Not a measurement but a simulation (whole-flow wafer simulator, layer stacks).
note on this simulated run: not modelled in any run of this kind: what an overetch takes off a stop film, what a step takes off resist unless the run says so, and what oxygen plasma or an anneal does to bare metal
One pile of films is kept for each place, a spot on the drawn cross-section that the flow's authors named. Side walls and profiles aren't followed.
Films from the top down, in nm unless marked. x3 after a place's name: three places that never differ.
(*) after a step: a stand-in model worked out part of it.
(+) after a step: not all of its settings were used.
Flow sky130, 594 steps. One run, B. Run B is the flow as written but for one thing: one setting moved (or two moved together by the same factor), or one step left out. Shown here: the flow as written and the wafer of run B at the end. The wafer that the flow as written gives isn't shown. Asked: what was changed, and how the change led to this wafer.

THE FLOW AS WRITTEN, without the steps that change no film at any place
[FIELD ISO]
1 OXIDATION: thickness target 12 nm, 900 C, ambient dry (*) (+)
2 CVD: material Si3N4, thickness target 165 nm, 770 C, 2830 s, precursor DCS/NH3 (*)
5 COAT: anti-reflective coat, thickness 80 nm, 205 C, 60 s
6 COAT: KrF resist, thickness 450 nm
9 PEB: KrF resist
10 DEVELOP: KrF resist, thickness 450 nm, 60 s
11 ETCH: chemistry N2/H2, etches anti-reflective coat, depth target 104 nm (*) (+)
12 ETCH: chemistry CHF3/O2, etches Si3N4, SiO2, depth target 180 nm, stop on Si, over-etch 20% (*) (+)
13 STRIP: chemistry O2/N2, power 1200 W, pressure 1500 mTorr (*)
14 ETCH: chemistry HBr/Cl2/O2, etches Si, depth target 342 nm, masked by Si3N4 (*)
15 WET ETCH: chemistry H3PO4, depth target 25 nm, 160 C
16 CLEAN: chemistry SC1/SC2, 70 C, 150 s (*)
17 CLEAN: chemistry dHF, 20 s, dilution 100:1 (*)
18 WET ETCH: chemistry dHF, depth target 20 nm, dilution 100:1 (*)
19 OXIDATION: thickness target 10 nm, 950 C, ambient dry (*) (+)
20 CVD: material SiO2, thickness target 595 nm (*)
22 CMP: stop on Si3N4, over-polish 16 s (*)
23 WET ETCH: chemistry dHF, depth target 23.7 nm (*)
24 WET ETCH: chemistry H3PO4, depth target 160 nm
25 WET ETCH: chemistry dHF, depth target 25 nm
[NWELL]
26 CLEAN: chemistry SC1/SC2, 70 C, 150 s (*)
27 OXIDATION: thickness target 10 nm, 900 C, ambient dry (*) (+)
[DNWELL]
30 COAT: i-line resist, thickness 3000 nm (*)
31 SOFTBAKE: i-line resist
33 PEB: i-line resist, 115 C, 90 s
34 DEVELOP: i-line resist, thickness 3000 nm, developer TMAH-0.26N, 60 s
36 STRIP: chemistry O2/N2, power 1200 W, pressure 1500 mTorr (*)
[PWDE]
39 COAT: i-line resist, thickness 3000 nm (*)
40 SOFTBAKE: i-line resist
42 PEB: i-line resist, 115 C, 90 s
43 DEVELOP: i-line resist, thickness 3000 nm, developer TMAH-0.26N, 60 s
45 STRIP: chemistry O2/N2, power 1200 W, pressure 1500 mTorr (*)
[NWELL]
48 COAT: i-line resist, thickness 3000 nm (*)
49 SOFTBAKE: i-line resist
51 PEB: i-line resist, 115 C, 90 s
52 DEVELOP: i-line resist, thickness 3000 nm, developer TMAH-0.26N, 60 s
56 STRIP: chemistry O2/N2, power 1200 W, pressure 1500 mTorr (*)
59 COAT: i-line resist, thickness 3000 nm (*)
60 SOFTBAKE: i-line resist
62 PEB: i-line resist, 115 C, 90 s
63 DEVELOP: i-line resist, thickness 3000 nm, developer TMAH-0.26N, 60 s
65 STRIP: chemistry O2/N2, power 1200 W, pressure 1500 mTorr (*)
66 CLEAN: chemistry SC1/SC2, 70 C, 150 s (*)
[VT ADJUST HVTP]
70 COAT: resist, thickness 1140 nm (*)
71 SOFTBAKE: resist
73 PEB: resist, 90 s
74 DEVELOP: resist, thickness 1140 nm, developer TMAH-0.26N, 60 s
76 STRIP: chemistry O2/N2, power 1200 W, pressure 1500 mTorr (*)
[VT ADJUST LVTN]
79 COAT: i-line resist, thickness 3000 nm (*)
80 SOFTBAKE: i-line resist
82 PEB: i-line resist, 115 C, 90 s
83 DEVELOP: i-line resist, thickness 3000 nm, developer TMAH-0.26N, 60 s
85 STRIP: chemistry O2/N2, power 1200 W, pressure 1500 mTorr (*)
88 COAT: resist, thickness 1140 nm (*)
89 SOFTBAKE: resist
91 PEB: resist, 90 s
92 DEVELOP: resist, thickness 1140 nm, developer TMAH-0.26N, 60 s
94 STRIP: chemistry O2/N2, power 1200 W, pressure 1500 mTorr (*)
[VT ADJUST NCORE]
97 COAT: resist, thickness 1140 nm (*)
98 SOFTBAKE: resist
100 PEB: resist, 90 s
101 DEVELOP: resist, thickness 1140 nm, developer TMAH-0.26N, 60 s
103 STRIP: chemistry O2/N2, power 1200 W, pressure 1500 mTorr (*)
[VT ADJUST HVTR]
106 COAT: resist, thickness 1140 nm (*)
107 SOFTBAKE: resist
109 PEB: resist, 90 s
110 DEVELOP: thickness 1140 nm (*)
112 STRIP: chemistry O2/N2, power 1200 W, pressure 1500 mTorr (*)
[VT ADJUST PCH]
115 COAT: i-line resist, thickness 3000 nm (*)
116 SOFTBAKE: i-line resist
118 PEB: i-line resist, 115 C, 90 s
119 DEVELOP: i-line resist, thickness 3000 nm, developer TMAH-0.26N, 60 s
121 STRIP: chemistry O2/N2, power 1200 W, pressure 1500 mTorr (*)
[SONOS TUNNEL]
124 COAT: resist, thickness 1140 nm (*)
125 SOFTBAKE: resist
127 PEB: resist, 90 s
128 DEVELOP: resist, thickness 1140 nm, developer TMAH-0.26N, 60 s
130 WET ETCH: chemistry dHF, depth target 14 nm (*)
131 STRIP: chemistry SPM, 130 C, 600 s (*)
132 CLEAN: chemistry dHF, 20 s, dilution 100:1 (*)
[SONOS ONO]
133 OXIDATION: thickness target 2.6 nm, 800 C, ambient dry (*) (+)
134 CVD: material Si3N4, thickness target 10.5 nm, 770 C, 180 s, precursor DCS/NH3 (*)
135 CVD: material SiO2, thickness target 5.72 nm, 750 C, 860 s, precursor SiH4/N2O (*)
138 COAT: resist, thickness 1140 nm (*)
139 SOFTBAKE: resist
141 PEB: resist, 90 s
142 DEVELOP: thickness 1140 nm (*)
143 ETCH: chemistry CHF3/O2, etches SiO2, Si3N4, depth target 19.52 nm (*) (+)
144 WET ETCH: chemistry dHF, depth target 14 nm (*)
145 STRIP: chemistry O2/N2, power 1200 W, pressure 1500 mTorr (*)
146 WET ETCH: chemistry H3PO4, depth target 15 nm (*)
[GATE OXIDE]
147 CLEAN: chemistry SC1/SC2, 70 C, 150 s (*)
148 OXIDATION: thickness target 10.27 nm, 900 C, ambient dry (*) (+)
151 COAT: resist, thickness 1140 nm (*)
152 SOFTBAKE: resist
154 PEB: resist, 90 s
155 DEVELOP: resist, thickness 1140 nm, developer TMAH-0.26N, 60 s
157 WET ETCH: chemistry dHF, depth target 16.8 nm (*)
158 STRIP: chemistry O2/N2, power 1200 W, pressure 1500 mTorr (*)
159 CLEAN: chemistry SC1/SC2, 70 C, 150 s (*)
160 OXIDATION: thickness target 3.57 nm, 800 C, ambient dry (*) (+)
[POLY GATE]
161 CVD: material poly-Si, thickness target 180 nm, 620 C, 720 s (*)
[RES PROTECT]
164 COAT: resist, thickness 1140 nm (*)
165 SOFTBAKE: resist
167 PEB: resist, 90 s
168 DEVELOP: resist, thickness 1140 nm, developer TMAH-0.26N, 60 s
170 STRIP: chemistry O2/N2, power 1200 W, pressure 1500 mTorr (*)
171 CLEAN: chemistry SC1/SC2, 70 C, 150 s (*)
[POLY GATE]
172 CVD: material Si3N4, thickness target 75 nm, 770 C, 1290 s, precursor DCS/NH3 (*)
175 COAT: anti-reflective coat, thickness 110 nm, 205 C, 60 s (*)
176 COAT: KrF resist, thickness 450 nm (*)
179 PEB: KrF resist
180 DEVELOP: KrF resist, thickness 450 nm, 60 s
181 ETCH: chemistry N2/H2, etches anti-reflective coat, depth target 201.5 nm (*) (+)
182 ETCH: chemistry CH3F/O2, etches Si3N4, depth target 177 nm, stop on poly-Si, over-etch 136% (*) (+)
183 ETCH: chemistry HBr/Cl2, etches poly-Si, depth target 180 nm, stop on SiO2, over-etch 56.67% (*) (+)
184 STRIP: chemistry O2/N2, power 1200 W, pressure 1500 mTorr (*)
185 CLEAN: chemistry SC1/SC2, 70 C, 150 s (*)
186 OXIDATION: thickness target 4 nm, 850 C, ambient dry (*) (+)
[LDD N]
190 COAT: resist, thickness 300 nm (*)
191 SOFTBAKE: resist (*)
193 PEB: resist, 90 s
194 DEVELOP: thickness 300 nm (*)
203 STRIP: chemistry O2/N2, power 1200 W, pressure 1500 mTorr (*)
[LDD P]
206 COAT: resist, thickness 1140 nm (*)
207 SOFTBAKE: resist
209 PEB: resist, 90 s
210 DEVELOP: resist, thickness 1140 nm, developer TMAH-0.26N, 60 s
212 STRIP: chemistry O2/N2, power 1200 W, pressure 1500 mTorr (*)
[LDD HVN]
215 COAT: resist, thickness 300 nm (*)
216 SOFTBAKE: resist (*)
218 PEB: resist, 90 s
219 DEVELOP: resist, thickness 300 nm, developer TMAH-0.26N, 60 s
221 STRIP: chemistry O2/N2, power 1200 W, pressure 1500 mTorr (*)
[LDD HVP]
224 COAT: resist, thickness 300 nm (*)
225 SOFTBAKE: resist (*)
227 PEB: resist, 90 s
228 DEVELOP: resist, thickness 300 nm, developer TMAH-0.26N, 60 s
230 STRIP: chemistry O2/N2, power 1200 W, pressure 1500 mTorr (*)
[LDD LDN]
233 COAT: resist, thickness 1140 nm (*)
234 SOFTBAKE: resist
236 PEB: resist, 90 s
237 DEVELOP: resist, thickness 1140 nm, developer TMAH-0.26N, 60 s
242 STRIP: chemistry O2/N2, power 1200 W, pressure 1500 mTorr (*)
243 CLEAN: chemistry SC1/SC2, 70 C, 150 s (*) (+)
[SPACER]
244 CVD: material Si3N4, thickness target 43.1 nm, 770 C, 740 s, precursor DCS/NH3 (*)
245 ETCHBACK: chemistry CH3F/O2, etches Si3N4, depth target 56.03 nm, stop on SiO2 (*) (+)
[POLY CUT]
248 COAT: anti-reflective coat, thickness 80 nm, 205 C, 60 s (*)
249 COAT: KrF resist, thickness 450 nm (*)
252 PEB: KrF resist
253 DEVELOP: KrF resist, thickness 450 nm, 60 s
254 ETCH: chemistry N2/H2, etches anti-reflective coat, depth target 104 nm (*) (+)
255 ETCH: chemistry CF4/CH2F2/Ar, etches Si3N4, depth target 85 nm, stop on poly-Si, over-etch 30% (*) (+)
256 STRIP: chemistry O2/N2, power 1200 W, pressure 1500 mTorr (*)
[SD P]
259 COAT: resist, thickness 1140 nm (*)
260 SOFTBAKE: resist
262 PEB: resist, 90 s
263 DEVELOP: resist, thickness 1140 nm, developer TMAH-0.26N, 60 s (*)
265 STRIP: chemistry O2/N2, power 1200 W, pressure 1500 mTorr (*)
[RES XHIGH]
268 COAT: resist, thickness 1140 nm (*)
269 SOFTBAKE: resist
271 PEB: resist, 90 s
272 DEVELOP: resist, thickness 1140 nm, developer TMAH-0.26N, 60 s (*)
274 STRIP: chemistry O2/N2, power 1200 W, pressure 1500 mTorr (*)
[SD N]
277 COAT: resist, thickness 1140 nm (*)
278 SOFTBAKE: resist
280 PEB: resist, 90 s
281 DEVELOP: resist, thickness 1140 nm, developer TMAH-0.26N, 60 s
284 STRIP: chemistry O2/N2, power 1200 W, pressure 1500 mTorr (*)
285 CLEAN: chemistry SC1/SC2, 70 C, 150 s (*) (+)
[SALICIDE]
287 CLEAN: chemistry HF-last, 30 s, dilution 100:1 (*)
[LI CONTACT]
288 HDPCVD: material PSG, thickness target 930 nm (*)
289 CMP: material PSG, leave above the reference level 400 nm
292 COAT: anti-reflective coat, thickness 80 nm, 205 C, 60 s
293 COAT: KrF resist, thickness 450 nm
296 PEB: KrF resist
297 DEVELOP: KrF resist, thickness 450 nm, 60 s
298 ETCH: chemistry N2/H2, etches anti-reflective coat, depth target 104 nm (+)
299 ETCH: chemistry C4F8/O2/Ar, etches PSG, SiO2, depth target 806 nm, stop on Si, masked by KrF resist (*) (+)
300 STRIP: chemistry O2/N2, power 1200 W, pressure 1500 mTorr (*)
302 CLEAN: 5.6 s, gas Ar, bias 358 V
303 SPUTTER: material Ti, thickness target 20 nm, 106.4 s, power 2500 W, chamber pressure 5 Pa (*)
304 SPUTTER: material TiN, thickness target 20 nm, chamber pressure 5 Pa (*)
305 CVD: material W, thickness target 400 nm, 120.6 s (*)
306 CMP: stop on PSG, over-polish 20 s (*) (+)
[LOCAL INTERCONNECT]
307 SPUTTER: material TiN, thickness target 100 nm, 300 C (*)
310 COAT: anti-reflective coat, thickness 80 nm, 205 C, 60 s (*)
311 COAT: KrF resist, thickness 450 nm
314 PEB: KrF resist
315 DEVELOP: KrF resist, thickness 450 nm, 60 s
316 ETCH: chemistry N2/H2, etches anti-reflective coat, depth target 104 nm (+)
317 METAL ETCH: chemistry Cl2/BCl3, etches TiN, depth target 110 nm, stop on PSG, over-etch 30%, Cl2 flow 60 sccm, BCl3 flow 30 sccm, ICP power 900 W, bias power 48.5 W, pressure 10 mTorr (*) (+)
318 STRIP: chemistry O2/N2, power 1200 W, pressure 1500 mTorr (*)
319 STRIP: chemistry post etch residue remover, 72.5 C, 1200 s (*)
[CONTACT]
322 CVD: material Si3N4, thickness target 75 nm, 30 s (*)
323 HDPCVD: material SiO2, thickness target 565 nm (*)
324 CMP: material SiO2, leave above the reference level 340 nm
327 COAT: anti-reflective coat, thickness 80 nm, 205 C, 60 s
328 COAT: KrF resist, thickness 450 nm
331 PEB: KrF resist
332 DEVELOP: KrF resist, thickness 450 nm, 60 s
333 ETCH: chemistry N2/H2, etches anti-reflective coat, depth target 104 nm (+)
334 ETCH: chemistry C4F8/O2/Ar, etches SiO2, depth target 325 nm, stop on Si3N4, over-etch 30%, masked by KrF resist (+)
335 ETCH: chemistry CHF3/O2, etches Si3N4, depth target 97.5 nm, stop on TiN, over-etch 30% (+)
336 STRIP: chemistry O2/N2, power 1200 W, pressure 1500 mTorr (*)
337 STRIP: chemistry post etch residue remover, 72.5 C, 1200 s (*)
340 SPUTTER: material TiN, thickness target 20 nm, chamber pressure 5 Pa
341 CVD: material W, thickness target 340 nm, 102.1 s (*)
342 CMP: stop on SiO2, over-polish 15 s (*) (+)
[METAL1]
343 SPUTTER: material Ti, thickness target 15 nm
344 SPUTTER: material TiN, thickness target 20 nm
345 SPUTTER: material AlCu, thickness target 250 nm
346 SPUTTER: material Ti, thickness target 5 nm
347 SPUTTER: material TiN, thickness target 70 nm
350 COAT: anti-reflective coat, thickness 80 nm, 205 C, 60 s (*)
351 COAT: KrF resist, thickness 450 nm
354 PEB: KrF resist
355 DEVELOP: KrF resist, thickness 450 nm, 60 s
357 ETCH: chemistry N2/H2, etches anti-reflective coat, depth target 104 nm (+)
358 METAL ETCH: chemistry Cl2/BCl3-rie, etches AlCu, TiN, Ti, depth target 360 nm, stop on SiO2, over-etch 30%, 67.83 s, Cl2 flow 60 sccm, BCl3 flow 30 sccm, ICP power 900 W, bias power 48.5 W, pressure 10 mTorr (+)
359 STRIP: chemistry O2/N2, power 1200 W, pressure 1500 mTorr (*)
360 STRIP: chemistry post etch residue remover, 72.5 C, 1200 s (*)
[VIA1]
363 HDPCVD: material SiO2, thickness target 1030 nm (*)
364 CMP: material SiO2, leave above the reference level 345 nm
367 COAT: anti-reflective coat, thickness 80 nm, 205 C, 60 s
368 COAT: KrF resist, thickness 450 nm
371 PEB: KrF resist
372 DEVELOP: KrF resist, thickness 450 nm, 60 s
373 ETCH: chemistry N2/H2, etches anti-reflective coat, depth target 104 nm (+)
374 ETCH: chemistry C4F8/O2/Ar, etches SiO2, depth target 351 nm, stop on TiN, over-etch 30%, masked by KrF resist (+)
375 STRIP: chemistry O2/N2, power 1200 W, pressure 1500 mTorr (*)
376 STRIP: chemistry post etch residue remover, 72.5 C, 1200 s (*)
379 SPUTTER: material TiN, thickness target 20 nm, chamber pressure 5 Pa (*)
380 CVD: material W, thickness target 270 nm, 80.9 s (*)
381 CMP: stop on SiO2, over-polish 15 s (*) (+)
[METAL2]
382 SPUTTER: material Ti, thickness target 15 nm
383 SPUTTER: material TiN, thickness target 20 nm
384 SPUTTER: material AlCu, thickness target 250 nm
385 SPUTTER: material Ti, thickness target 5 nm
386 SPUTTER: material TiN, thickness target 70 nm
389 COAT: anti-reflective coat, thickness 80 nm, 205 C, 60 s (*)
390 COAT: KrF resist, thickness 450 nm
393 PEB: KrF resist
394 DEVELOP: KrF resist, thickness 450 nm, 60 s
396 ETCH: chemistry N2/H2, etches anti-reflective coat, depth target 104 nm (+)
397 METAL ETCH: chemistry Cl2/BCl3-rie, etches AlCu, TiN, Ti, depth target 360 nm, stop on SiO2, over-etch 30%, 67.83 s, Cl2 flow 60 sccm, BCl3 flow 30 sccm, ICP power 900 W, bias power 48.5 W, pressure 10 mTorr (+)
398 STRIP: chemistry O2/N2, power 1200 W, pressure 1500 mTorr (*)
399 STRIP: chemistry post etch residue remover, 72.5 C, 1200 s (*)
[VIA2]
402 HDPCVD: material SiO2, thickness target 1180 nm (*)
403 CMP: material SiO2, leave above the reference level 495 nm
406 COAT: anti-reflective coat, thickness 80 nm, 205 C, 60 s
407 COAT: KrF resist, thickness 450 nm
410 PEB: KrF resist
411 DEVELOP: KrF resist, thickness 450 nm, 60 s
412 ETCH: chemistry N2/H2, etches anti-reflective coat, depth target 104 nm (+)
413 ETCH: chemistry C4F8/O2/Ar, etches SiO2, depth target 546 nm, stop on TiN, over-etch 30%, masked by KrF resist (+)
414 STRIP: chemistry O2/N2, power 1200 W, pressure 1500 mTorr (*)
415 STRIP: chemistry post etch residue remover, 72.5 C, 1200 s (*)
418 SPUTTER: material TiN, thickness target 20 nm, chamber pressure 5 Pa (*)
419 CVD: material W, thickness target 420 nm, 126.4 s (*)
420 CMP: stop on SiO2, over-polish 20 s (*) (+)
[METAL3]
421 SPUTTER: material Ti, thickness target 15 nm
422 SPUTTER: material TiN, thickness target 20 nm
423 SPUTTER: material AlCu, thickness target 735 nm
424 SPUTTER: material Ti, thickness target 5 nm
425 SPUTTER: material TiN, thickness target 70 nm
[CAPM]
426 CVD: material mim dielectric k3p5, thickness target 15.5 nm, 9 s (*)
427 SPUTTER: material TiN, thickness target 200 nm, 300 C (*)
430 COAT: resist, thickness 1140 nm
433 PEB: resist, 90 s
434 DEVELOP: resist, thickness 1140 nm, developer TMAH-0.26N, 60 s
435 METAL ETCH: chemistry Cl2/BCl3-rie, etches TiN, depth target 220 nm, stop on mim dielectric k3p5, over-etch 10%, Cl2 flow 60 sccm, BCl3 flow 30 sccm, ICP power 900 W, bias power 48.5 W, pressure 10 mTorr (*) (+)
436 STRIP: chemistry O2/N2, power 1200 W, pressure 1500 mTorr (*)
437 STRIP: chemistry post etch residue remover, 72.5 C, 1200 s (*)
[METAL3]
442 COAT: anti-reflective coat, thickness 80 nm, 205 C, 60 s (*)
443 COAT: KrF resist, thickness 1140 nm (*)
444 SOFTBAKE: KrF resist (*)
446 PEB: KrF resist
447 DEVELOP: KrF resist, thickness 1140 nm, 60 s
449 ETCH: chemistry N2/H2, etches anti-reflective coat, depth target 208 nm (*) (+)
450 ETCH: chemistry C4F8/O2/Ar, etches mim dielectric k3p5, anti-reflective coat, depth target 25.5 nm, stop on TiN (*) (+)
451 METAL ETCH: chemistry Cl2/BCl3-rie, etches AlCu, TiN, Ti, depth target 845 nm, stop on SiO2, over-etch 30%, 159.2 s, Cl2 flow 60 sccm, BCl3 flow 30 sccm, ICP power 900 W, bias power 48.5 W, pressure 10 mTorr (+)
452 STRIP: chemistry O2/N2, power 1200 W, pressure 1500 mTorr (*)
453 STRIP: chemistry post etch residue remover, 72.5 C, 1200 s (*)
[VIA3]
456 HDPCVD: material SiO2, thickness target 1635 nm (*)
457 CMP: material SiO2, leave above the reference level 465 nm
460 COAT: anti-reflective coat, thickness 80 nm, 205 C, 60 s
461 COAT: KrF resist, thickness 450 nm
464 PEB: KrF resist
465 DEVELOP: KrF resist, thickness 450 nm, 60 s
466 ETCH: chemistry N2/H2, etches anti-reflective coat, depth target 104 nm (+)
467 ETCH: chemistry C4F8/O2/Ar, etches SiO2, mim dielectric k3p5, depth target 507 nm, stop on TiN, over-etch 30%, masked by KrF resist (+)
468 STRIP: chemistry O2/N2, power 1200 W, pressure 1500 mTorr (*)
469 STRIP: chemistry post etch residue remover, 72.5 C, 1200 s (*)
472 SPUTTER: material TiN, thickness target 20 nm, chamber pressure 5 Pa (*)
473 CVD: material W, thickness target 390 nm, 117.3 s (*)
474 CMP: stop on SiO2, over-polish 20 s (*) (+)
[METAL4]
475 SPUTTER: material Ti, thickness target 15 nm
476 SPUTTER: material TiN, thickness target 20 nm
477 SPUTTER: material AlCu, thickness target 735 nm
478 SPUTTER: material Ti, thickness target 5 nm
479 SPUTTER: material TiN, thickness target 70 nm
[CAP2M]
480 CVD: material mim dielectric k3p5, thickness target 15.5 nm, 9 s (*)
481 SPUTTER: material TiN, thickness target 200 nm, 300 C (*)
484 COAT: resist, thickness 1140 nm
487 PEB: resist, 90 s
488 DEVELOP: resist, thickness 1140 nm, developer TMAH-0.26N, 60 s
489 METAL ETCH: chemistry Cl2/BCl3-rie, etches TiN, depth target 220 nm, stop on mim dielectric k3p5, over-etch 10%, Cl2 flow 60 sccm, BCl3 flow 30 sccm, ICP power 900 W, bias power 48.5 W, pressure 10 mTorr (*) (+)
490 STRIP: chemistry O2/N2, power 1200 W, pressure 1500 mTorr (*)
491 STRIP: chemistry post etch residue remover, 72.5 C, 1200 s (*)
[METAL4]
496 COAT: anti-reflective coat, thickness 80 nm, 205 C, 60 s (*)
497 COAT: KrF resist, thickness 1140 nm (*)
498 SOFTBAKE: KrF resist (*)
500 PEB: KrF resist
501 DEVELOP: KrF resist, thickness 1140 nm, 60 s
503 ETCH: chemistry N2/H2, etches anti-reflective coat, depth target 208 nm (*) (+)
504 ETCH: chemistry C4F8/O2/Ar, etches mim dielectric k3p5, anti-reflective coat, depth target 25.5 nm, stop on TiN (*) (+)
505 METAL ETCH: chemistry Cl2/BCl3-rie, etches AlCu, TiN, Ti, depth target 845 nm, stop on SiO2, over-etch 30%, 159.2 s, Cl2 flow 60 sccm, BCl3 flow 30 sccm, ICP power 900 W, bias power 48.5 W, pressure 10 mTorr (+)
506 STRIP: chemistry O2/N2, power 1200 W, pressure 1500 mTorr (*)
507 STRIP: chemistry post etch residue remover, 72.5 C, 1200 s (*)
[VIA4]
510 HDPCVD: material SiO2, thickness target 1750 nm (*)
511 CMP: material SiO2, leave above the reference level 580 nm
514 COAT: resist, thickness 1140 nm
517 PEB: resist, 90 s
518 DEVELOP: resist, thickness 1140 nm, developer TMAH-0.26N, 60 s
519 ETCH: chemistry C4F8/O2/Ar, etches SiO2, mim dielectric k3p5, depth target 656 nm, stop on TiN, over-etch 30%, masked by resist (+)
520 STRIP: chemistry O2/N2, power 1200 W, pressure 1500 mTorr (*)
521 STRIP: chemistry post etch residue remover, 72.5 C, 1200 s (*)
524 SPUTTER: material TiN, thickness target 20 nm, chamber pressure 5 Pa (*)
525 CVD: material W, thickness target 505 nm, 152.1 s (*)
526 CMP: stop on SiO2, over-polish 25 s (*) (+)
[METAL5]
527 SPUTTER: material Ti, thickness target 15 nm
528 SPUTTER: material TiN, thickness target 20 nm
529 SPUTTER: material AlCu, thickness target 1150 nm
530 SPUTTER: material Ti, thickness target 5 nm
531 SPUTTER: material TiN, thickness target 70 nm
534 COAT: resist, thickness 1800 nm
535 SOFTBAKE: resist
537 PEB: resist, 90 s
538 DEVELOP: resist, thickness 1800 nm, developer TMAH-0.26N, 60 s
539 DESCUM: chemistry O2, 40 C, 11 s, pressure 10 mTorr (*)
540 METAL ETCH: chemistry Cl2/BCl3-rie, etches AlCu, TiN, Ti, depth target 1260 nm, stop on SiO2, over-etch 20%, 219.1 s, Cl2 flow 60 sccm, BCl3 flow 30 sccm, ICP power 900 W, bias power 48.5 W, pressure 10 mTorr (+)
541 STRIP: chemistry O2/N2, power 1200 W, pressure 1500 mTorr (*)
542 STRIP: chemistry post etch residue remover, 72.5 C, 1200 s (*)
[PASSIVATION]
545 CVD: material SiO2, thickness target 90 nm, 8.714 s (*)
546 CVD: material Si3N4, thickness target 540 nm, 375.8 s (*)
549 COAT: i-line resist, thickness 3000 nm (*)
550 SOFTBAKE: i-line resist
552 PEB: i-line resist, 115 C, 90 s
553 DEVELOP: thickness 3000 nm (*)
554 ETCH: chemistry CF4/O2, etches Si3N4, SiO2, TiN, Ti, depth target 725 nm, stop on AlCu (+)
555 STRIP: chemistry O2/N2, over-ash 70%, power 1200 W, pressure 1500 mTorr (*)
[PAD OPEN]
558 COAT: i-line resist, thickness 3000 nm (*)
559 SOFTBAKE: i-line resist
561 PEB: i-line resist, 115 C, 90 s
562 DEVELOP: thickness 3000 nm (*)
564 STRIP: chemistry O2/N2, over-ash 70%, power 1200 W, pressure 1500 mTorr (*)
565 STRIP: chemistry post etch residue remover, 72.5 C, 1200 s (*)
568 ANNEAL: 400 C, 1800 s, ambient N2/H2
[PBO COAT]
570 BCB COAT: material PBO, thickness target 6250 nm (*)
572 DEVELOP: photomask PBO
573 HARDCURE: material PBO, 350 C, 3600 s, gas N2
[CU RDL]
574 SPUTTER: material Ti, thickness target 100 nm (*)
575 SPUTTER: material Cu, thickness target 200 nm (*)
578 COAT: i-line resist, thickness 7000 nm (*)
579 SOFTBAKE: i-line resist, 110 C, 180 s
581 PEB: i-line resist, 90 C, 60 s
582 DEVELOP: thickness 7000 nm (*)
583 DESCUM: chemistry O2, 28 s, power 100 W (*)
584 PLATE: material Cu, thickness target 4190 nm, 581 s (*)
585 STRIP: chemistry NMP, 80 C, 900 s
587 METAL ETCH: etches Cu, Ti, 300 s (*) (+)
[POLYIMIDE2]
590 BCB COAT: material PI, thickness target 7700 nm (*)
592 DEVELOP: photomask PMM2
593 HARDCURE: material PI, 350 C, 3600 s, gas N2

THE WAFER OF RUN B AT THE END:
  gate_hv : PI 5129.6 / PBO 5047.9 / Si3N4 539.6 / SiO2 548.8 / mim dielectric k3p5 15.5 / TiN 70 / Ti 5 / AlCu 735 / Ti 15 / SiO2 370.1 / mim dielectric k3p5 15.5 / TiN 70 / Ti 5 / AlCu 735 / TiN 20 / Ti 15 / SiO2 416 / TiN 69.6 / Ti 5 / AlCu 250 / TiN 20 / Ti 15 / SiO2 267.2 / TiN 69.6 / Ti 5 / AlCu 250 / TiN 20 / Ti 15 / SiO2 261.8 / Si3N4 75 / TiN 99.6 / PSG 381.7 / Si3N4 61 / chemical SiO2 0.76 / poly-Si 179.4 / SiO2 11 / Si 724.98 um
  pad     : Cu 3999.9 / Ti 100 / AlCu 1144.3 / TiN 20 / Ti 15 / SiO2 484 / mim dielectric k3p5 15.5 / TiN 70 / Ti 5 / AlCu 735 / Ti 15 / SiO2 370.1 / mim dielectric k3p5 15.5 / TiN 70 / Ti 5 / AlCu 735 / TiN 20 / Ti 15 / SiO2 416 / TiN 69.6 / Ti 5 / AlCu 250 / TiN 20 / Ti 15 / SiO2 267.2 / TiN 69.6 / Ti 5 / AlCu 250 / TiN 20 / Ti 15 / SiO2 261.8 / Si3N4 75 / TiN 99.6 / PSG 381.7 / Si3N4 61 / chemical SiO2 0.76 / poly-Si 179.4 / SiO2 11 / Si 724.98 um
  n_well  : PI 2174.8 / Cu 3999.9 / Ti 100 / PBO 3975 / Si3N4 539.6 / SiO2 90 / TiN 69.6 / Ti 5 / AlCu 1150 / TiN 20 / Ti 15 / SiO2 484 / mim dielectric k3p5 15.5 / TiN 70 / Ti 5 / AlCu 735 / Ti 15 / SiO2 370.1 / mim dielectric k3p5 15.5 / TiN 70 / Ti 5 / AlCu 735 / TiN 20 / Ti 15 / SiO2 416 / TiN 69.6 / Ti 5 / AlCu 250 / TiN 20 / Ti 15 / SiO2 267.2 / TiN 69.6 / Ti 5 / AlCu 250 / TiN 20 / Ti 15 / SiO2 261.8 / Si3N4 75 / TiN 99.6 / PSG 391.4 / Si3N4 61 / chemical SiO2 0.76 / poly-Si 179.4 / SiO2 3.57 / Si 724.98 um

The cause: step 476, SPUTTER: material TiN, thickness target 20 nm, was left out.

How the change led to this, step by step:
  505 METAL ETCH: chemistry Cl2/BCl3-rie, etches AlCu, TiN, Ti, depth target 845 nm, stop on SiO2, over-etch 30%, 159.2 s, Cl2 flow 60 sccm, BCl3 flow 30 sccm, ICP power 900 W, bias power 48.5 W, pressure 10 mTorr (+)
      field, active, gate and 70 more: TiN -70 (all of it), Ti -5 (all of it), AlCu -735 (all of it), Ti -15 (all of it), SiO2 -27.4 (as written it would be: TiN -70 (all of it), Ti -5 (all of it), AlCu -735 (all of it), TiN -20 (all of it), Ti -15 (all of it), SiO2 -25.4)
      vpp_iso1, mim_edge_plate, m1_ln and 12 more: TiN -70 (all of it), Ti -5 (all of it), AlCu -735 (all of it), Ti -15 (all of it), SiO2 -27.3 (as written it would be: TiN -70 (all of it), Ti -5 (all of it), AlCu -735 (all of it), TiN -20 (all of it), Ti -15 (all of it), SiO2 -25.3)
  511 CMP: material SiO2, leave above the reference level 580 nm
      field, active, gate and 76 more: SiO2 -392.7 (as written it would be: SiO2 -374.7)
      iso_guard__w1, mim_edge_gap, vpp_l1ln and 6 more: SiO2 -392.6 (as written it would be: SiO2 -374.6)
